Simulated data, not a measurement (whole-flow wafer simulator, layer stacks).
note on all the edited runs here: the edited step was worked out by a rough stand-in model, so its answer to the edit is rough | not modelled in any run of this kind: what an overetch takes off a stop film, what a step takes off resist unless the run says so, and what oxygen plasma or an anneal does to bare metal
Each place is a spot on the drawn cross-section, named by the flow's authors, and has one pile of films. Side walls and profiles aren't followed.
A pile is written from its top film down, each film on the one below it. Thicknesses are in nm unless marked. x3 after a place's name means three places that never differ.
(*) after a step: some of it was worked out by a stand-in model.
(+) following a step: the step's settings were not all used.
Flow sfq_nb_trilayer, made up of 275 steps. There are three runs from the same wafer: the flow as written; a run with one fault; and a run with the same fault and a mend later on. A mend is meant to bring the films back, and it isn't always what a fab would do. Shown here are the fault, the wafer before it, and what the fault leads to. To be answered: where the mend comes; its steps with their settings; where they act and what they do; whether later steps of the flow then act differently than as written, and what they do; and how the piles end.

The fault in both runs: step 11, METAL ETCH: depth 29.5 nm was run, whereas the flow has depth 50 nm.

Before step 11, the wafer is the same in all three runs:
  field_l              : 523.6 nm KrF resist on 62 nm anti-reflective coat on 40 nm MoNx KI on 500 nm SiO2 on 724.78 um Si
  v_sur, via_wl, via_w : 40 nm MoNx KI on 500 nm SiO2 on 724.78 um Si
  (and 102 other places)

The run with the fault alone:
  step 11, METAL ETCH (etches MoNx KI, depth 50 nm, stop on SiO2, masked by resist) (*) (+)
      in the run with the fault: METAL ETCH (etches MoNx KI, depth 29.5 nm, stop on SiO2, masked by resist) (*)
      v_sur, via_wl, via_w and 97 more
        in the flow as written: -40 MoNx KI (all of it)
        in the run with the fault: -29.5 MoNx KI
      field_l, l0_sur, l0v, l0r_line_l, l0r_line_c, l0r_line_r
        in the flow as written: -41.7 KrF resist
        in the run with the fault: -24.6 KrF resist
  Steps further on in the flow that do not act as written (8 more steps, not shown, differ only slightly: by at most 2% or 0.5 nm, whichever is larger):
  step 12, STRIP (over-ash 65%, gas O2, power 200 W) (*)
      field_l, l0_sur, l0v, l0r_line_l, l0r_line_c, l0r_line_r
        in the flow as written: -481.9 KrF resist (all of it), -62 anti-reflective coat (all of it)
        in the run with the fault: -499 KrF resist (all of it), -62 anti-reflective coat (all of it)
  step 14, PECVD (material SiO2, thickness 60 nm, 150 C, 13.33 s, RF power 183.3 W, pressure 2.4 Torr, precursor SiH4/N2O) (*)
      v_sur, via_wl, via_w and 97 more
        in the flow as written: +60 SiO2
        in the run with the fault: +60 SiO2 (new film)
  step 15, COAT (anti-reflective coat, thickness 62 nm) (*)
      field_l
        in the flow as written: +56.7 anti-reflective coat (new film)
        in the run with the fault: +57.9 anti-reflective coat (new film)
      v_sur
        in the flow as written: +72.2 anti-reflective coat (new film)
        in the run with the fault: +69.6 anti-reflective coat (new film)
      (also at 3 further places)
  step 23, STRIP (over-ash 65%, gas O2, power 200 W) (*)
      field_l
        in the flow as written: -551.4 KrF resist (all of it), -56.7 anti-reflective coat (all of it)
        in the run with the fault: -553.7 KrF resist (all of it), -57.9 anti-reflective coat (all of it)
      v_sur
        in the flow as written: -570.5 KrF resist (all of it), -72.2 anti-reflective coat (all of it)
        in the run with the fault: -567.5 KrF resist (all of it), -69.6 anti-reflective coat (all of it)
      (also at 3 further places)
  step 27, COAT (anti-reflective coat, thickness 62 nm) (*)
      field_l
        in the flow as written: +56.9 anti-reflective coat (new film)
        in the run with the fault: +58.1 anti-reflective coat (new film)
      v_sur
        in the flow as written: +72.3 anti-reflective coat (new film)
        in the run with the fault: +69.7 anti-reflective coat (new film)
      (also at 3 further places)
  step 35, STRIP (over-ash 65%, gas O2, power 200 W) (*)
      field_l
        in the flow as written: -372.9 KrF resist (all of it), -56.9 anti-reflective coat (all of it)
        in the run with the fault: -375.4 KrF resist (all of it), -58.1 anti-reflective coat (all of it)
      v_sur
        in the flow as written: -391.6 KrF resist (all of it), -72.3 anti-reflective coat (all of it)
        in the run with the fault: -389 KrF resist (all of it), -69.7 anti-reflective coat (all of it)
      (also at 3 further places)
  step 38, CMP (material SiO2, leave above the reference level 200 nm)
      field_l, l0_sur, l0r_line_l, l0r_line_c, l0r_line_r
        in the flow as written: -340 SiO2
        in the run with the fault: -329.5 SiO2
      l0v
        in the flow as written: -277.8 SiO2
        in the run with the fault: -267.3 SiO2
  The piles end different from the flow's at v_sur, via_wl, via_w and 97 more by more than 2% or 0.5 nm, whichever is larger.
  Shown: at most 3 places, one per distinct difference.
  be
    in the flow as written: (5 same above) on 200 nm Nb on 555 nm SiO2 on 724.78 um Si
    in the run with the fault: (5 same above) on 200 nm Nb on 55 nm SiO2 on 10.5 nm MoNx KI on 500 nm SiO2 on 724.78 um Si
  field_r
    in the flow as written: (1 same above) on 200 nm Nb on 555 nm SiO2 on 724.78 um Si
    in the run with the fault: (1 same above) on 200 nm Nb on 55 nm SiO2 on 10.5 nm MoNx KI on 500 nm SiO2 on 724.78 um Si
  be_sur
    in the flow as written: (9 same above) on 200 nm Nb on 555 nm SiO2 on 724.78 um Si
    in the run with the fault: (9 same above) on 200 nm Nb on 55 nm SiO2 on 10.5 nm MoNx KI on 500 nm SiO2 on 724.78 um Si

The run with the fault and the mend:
  The mend follows step 11.
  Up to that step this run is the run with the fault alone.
  step 11a, METAL ETCH (etches MoNx KI, depth 20.5 nm, stop on SiO2, masked by resist) (+) (the flow's step 11, run once more with other settings)
      v_sur, via_wl, via_w and 97 more
        -10.5 MoNx KI (all of it)
      field_l, l0_sur, l0v, l0r_line_l, l0r_line_c, l0r_line_r
        -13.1 KrF resist
  Later steps of the flow that are run all act as written at every place that is followed, up to a difference of at most 2% or 0.5 nm, whichever is larger.
  At every place that both follow, the piles at the end match the flow's.
